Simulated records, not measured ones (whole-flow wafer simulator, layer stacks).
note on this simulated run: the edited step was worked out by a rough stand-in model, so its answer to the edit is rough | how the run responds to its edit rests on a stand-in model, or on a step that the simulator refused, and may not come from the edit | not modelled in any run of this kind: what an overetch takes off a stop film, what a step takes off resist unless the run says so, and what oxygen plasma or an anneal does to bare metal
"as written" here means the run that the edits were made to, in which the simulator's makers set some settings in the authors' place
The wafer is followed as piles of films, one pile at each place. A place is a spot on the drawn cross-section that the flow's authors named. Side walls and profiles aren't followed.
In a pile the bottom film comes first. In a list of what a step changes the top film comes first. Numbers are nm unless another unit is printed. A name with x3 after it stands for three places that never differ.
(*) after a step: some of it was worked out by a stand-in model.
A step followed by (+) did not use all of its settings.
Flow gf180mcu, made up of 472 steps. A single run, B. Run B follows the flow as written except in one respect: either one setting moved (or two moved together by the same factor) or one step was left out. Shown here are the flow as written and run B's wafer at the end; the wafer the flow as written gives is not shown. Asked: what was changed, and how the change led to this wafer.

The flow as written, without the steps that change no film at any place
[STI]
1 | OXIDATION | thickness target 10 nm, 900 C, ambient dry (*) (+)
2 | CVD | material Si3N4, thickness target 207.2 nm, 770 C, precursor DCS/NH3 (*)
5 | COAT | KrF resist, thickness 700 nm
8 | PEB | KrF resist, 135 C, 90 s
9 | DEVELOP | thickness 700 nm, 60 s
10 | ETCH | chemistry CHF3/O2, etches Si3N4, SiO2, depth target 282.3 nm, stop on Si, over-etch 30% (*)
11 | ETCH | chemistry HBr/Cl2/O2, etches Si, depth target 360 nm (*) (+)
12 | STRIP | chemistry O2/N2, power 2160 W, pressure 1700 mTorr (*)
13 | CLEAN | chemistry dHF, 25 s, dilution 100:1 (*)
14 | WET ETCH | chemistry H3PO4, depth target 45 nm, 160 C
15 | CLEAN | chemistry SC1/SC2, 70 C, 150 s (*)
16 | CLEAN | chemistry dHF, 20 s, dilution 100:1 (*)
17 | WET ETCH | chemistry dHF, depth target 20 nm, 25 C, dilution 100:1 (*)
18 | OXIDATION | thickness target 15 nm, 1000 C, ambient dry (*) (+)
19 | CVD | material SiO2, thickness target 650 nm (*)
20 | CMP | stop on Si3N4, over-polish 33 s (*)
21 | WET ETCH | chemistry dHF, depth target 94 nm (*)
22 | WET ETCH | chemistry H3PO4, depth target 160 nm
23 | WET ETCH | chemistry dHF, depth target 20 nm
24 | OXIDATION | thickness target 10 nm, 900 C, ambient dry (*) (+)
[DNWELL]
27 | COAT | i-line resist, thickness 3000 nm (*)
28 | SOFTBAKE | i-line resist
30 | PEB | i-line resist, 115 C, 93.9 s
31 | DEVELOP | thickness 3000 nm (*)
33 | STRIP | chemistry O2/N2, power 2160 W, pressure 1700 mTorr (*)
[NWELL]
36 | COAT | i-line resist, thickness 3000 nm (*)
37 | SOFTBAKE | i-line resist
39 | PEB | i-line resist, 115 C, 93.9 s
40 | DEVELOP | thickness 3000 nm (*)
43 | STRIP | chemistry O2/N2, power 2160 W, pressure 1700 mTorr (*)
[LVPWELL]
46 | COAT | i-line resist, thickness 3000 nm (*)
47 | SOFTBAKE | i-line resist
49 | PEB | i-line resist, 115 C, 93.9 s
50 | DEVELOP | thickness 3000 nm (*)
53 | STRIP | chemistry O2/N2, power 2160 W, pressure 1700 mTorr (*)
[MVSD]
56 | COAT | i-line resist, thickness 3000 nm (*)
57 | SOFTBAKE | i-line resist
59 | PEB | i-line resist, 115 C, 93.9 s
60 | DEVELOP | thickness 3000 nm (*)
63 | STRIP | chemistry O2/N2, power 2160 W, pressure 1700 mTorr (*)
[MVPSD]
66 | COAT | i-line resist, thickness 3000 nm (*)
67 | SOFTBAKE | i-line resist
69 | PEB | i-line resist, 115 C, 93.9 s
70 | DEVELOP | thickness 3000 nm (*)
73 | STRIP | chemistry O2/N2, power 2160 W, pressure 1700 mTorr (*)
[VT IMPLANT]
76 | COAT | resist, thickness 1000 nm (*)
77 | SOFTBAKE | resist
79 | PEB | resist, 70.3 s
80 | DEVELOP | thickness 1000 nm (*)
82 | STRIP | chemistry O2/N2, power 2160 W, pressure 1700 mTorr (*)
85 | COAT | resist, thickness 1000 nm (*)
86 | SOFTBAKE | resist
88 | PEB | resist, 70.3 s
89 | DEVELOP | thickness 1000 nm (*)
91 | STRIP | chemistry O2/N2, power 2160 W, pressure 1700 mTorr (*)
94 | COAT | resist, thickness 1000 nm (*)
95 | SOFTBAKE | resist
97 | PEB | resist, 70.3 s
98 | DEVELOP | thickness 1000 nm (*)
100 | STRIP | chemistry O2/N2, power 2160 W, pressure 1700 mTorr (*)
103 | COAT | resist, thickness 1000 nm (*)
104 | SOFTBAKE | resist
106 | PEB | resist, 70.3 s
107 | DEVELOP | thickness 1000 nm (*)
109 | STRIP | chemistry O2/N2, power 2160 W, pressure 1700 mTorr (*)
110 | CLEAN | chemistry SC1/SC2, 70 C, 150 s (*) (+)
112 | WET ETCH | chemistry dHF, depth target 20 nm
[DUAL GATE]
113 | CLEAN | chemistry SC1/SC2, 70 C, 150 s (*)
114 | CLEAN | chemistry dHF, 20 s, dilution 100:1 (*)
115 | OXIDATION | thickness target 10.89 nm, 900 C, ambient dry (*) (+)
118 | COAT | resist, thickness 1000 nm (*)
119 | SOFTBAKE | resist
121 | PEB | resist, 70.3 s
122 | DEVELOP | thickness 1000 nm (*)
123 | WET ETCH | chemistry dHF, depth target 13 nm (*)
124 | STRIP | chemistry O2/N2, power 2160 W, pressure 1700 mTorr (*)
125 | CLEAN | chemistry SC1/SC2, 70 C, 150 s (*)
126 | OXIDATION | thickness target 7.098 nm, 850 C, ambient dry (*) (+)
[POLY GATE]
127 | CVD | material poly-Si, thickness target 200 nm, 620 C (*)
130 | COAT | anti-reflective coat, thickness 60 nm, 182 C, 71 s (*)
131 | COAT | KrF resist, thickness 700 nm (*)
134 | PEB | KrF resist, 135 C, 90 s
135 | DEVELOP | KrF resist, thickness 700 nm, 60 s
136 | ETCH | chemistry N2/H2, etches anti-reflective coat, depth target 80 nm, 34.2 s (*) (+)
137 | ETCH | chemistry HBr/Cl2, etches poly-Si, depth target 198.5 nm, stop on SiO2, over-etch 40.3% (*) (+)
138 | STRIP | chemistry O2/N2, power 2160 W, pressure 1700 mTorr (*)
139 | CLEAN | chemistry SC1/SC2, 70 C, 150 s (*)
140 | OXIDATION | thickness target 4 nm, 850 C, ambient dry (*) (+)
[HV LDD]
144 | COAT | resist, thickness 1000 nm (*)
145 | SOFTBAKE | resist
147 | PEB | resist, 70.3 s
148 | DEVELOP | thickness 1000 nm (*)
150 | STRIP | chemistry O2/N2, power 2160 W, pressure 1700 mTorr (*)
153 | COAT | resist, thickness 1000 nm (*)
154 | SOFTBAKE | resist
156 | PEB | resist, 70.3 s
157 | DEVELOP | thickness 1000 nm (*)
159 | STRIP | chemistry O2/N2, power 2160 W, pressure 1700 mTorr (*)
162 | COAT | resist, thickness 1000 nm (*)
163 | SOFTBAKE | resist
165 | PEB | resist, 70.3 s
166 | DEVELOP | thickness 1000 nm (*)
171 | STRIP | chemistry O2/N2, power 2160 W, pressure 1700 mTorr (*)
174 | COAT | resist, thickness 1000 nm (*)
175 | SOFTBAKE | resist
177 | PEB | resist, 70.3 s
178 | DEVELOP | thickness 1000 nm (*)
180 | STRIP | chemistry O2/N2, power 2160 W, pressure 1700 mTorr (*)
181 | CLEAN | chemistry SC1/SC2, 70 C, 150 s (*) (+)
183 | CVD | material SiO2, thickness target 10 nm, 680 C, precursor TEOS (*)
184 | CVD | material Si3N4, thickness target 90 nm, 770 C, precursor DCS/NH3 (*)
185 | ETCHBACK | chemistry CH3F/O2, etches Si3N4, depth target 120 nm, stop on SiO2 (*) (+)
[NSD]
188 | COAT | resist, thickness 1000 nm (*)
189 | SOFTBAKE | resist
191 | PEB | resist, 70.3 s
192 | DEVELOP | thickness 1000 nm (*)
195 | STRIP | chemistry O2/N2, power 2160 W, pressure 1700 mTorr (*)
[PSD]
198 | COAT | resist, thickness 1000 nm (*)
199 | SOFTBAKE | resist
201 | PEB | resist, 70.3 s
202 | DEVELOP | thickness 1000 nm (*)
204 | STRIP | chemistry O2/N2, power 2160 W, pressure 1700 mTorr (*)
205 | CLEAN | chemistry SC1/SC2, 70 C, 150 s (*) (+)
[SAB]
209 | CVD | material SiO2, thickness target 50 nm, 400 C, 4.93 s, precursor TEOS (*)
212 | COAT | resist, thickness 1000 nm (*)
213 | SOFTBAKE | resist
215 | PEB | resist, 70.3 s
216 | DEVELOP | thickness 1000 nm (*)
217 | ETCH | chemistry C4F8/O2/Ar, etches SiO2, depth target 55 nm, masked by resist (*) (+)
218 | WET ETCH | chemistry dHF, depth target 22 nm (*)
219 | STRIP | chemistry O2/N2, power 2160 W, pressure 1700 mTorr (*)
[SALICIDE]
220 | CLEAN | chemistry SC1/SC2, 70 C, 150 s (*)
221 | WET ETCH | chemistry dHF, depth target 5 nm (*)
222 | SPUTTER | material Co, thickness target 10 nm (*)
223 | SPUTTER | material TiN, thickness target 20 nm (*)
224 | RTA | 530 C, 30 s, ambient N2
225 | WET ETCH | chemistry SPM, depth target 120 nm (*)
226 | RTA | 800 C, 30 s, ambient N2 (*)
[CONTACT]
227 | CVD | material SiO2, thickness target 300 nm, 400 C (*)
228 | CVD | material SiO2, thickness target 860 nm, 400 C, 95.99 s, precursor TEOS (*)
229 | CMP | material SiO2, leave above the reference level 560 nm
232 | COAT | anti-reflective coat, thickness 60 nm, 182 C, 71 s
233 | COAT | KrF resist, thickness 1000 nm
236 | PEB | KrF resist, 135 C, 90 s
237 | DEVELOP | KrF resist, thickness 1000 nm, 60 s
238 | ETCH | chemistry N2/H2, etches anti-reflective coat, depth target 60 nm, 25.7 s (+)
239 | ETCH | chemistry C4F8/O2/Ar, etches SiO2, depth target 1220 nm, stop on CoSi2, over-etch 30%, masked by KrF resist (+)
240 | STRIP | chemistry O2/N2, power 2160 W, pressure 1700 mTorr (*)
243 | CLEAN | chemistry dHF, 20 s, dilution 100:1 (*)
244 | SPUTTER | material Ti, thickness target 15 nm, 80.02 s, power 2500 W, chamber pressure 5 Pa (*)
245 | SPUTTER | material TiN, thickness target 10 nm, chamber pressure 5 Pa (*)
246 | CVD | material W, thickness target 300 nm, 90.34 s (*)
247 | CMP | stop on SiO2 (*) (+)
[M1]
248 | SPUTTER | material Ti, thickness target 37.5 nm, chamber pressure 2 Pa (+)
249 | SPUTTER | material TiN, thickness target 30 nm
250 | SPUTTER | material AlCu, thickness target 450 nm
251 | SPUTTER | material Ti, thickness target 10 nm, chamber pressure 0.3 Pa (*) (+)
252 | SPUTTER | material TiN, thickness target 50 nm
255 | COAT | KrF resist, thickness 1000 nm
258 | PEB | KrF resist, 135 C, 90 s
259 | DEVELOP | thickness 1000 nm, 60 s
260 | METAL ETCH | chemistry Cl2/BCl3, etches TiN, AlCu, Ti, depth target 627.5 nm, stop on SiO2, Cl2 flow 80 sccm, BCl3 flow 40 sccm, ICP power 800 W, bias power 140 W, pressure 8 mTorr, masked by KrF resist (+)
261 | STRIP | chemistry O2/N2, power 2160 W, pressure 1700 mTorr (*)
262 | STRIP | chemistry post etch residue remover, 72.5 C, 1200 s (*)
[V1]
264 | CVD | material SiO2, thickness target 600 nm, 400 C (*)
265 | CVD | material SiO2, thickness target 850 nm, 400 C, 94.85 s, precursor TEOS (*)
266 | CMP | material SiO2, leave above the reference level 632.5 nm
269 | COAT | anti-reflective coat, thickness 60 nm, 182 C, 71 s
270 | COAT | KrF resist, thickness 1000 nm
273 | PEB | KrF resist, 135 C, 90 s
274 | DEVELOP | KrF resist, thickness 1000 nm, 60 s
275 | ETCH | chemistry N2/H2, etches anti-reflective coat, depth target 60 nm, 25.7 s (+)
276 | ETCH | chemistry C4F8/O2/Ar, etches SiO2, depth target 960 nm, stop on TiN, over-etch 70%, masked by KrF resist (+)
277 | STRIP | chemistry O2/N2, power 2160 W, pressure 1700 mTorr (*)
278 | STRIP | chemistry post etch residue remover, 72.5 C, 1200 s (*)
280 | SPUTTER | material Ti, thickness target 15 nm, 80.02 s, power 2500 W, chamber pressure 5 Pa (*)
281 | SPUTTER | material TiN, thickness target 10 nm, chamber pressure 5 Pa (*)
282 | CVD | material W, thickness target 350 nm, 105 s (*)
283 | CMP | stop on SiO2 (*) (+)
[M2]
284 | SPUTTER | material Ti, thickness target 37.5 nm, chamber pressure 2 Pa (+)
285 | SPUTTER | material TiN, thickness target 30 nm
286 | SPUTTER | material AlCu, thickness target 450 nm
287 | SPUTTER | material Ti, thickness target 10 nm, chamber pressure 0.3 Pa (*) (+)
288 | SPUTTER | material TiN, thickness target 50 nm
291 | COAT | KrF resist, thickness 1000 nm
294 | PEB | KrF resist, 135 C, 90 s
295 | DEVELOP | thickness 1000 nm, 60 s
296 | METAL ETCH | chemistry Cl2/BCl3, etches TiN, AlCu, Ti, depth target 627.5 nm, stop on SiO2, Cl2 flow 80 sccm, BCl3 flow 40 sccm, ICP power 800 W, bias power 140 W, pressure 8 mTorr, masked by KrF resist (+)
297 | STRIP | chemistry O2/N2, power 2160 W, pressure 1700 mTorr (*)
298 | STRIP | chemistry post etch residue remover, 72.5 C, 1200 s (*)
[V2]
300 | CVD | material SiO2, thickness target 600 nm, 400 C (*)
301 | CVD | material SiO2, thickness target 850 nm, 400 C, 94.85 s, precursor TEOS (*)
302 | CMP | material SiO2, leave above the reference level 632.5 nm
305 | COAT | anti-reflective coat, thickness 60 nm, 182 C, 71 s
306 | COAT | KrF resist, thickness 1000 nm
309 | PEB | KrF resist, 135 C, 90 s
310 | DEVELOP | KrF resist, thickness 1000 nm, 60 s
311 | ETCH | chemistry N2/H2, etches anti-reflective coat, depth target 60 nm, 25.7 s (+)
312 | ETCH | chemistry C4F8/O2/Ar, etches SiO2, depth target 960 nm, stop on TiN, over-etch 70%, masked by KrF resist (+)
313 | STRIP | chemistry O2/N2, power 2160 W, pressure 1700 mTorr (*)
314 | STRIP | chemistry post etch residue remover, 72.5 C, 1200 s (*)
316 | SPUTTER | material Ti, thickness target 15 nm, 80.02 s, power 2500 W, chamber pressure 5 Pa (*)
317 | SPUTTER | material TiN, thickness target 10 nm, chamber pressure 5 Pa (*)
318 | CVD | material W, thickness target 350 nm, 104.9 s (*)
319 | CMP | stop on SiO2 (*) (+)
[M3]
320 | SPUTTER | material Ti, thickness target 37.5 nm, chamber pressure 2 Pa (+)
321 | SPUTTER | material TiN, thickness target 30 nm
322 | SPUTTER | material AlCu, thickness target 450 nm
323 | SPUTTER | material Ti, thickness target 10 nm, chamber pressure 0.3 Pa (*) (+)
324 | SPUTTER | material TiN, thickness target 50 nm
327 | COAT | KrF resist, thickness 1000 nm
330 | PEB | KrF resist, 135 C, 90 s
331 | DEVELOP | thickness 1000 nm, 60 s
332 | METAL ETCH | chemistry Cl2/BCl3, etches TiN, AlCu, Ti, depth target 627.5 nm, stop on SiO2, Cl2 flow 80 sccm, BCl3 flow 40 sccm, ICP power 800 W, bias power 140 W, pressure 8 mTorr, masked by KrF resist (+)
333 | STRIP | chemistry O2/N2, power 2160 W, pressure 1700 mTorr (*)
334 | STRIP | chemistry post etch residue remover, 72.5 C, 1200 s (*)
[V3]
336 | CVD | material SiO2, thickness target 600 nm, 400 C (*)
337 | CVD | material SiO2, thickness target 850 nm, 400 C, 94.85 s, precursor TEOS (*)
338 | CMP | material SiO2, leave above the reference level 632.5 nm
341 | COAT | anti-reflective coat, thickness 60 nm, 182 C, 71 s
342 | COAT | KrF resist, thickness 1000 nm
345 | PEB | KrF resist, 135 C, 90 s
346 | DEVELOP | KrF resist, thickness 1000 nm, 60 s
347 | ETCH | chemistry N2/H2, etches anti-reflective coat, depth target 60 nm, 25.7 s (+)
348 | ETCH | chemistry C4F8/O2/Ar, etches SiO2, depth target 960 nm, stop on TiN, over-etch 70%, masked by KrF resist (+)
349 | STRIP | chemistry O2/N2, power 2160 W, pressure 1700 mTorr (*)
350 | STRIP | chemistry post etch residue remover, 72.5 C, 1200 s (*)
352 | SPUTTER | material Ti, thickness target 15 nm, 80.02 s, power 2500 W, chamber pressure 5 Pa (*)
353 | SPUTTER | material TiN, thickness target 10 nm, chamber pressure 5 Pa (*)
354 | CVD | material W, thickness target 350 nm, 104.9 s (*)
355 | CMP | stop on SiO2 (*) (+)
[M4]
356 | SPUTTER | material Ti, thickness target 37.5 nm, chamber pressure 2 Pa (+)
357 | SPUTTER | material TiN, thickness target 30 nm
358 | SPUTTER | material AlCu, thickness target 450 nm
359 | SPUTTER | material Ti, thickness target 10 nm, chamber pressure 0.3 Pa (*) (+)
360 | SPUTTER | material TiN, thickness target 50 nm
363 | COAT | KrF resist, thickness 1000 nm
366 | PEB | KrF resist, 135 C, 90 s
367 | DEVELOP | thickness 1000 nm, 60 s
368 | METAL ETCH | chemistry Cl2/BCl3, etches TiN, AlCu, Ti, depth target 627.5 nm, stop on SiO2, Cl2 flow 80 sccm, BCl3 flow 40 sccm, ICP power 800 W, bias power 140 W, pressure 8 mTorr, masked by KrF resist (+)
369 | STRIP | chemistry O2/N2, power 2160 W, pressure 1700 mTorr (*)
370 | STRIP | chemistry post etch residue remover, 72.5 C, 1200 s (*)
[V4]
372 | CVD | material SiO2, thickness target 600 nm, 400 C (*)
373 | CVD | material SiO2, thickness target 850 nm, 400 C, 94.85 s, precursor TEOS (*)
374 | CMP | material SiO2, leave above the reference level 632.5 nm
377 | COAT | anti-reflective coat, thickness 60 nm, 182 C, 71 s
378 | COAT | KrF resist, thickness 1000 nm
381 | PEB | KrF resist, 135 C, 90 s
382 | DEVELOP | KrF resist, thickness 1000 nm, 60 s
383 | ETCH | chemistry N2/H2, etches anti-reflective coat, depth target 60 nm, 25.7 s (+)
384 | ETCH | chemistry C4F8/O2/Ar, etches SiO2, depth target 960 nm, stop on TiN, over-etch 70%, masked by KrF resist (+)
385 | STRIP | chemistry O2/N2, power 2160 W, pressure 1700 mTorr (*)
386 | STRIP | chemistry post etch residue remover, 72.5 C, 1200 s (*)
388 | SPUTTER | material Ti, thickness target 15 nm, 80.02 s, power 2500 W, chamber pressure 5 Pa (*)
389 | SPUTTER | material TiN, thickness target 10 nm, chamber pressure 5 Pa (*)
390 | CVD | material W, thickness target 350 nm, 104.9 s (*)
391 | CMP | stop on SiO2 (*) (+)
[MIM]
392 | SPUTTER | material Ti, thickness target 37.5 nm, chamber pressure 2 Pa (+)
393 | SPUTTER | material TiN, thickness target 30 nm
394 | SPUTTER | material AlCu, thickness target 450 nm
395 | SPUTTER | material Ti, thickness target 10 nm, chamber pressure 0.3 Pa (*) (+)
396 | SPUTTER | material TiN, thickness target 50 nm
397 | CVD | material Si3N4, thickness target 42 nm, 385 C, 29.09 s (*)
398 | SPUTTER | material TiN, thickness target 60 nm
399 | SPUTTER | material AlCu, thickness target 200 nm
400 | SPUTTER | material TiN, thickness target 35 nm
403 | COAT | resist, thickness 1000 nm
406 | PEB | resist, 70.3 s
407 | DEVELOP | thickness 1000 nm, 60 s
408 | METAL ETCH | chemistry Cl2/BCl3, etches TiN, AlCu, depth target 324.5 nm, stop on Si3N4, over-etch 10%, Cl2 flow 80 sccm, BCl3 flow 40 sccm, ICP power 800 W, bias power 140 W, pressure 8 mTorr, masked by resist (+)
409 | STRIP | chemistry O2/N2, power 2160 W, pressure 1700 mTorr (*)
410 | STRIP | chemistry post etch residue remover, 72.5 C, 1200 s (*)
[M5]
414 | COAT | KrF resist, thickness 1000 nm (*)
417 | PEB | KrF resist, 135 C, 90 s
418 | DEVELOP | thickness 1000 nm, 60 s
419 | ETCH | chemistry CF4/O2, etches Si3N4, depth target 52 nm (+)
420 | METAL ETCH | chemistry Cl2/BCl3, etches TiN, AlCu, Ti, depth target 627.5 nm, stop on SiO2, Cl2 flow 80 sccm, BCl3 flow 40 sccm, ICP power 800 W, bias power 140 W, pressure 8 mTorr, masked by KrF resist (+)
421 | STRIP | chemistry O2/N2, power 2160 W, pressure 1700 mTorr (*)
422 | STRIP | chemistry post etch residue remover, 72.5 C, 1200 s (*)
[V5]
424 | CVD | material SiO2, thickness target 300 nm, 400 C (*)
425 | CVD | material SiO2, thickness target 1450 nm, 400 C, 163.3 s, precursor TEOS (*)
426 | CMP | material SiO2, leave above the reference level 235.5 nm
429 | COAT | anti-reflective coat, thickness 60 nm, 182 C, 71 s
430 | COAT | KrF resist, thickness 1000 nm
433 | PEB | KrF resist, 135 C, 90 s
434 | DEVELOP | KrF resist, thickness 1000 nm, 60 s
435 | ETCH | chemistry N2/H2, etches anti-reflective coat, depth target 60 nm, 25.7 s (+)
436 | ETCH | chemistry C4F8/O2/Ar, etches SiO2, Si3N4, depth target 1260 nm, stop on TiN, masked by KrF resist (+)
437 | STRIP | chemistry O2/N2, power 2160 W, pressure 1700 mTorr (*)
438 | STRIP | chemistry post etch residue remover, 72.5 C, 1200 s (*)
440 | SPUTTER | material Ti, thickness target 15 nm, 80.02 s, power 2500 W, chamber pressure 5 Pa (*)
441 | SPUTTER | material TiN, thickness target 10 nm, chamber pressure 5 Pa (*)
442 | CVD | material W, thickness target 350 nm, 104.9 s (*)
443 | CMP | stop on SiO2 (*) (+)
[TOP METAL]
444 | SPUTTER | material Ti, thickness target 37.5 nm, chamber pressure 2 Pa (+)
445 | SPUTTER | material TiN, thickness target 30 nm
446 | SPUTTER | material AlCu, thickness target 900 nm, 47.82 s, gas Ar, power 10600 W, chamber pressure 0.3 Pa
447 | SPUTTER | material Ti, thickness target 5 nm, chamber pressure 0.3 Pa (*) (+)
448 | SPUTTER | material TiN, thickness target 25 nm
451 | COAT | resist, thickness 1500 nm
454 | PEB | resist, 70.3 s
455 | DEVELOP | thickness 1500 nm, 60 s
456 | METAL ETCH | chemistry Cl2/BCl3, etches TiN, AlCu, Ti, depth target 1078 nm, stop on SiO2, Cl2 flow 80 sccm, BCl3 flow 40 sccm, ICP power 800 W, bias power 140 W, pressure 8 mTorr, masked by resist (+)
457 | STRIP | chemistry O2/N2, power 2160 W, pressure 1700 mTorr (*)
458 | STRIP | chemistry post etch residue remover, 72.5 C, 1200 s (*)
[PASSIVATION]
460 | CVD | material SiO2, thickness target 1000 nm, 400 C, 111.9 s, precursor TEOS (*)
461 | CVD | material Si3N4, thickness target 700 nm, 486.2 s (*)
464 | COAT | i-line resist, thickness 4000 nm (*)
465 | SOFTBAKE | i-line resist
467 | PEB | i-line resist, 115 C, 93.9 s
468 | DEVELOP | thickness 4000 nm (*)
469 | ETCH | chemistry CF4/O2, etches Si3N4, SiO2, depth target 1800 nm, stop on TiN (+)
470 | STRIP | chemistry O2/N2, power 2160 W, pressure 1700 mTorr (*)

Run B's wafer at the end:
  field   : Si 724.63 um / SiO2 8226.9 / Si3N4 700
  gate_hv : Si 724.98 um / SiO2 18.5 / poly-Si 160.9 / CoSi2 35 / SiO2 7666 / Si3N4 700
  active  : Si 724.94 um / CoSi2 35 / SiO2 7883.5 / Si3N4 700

The reason: step 115, OXIDATION: thickness target 15.51 nm was run, while the flow as written has thickness target 10.89 nm.

Step by step, how the change led to this:
  115 | OXIDATION | thickness target 10.89 nm, 900 C, ambient dry (*) (+)
      active, n_well, p_well and 40 more: +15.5 SiO2 (new film), -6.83 Si (it would be, as written: +10.9 SiO2 (new film), -4.79 Si)
      sti, mim_1p0, pad and 21 more: +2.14 SiO2, -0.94 Si (it would be, as written: +1.22 SiO2, -0.54 Si)
      (and at 25 other places as well)
  123 | WET ETCH | chemistry dHF, depth target 13 nm (*)
      active, n_well, p_well and 12 more: -13 SiO2 (it would be, as written: -10.9 SiO2 (all of it))
  124 | STRIP | chemistry O2/N2, power 2160 W, pressure 1700 mTorr (*)
      active, n_well, p_well and 12 more: nothing (it would be, as written: +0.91 chemical SiO2 (new film), -0.4 Si)
  126 | OXIDATION | thickness target 7.098 nm, 850 C, ambient dry (*) (+)
      active, n_well, p_well and 12 more: +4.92 SiO2, -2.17 Si (it would be, as written: +7.1 SiO2 (new film), -0.76 chemical SiO2 (all of it), -2.79 Si)
  130 | COAT | anti-reflective coat, thickness 60 nm, 182 C, 71 s (*)
      p_well, spacer, sd_n: +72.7 anti-reflective coat (new film) (it would be, as written: +70.9 anti-reflective coat (new film))
      ld_fp_p, ld_drift_p: +48.8 anti-reflective coat (new film) (it would be, as written: +47.8 anti-reflective coat (new film))
      (and at 4 other places as well)
  136 | ETCH | chemistry N2/H2, etches anti-reflective coat, depth target 80 nm, 34.2 s (*) (+)
      p_well, spacer, sd_n: -72.7 anti-reflective coat (all of it), -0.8 poly-Si (it would be, as written: -70.9 anti-reflective coat (all of it), -0.85 poly-Si)
      ld_drift_p: -48.8 anti-reflective coat (all of it), -1.42 poly-Si (it would be, as written: -47.8 anti-reflective coat (all of it), -1.44 poly-Si)
      (and at 2 other places as well)
  138 | STRIP | chemistry O2/N2, power 2160 W, pressure 1700 mTorr (*)
      ld_fp_p: +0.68 chemical SiO2 (new film), -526 KrF resist (all of it), -48.8 anti-reflective coat (all of it), -0.3 poly-Si (it would be, as written: +0.68 chemical SiO2 (new film), -526.2 KrF resist (all of it), -47.8 anti-reflective coat (all of it), -0.3 poly-Si)
      ldn_fp: +0.68 chemical SiO2 (new film), -530 KrF resist (all of it), -49.5 anti-reflective coat (all of it), -0.3 poly-Si (it would be, as written: +0.68 chemical SiO2 (new film), -530.2 KrF resist (all of it), -48.5 anti-reflective coat (all of it), -0.3 poly-Si)
      (and at 1 other place as well)
  189 | SOFTBAKE | resist
      field__w9: -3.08 resist (it would be, as written: +6.92 resist)
      active_hv: -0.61 resist (it would be, as written: +2.68 resist)
      (and at 1 other place as well)
  199 | SOFTBAKE | resist
      field__w9: -3.08 resist (it would be, as written: +6.92 resist)
      active_hv: -0.61 resist (it would be, as written: +2.68 resist)
      (and at 1 other place as well)
  218 | WET ETCH | chemistry dHF, depth target 22 nm (*)
      ldn_tap, ldn_src, ldn_drn, ldp_tap, ldp_src, ldp_drn, ldp_gr: -20.1 SiO2 (all of it) (it would be, as written: -16 SiO2 (all of it))
      ld_drn_n, ld_sd_p: -18.9 SiO2 (all of it) (it would be, as written: -14.8 SiO2 (all of it))
      (and at 5 other places as well)
